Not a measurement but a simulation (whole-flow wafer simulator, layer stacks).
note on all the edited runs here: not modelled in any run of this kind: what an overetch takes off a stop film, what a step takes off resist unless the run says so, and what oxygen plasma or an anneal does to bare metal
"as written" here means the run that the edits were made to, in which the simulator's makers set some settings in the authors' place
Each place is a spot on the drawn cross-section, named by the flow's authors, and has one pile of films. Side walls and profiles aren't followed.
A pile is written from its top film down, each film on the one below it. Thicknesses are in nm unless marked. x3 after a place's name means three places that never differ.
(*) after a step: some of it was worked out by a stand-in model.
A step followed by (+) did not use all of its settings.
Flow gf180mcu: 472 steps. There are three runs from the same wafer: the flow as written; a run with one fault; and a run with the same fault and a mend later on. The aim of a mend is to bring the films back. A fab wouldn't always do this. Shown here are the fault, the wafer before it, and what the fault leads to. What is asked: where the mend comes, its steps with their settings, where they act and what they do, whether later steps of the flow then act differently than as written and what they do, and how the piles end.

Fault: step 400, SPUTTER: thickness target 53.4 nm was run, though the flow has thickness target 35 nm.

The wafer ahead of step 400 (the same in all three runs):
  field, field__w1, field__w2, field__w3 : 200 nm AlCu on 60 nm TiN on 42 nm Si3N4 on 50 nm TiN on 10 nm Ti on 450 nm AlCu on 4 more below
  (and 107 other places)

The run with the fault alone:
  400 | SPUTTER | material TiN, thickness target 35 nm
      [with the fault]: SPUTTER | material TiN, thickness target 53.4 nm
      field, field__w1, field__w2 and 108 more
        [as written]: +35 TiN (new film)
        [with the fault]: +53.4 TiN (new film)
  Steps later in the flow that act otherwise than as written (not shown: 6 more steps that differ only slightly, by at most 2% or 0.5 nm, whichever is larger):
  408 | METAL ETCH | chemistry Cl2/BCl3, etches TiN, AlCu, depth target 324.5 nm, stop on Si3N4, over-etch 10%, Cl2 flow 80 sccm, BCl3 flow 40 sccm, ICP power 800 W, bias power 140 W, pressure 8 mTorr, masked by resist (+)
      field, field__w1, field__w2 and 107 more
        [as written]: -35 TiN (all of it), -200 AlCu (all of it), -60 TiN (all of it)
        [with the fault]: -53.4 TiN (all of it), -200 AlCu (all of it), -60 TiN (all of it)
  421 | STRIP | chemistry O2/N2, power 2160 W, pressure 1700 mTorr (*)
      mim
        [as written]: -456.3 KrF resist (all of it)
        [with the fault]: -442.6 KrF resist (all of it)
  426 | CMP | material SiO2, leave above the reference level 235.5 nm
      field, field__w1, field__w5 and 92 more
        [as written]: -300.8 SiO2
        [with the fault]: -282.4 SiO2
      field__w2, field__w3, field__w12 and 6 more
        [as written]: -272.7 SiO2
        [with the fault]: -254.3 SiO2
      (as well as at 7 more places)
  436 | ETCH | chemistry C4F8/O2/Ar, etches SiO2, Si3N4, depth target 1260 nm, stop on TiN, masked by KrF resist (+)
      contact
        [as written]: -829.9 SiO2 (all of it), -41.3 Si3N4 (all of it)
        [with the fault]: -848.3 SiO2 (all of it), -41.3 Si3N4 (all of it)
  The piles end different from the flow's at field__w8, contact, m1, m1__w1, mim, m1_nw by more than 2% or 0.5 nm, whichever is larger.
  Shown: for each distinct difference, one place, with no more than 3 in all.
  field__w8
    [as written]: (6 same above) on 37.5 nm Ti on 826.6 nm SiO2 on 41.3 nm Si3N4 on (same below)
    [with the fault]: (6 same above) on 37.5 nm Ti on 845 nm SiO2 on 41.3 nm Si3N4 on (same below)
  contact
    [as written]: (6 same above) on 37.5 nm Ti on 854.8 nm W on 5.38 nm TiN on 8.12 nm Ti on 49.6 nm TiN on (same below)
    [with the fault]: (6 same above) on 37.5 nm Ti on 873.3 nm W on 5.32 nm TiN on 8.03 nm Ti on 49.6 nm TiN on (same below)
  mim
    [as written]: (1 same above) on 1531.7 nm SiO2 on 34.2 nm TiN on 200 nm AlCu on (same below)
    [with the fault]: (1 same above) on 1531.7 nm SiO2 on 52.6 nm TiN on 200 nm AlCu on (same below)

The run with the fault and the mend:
  The mend stands after step 407.
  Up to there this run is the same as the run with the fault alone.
  407a | STRIP | chemistry O2/N2, power 2160 W, pressure 1700 mTorr (*)
      mim
        -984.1 resist (all of it)
  407b | METAL ETCH | chemistry Cl2/BCl3, etches TiN, AlCu, Ti, depth target 18.4 nm, Cl2 flow 80 sccm, BCl3 flow 40 sccm, ICP power 800 W, bias power 140 W, pressure 8 mTorr (the flow's step 260, run once more with other settings)
      field, field__w1, field__w2 and 108 more
        -18.4 TiN
  407c | HMDS | 120 C, 60 s (the flow's step 402, run once more)
      leaves every film unchanged at each place that is followed
  407d | COAT | resist, thickness 1000 nm (the flow's step 403, run once more)
      field, field__w1, field__w2 and 108 more
        +1000 resist (new film)
  407e | SOFTBAKE | resist (the flow's step 404, run once more)
      leaves every film unchanged at each place that is followed
  407f | EXPOSE | photomask FuseTop (the flow's step 405, run once more)
      leaves every film unchanged at each place that is followed
  407g | PEB | resist, 70.3 s (the flow's step 406, run once more)
      field, field__w1, field__w2 and 108 more
        -15.9 resist
  407h | DEVELOP | thickness 1000 nm, 60 s (the flow's step 407, run once more)
      field, field__w1, field__w2 and 107 more
        -984.1 resist (all of it)
  None of the later steps of the flow acts differently than as written at any place that is followed.
  By the end, the piles equal the flow's at every place that both follow.
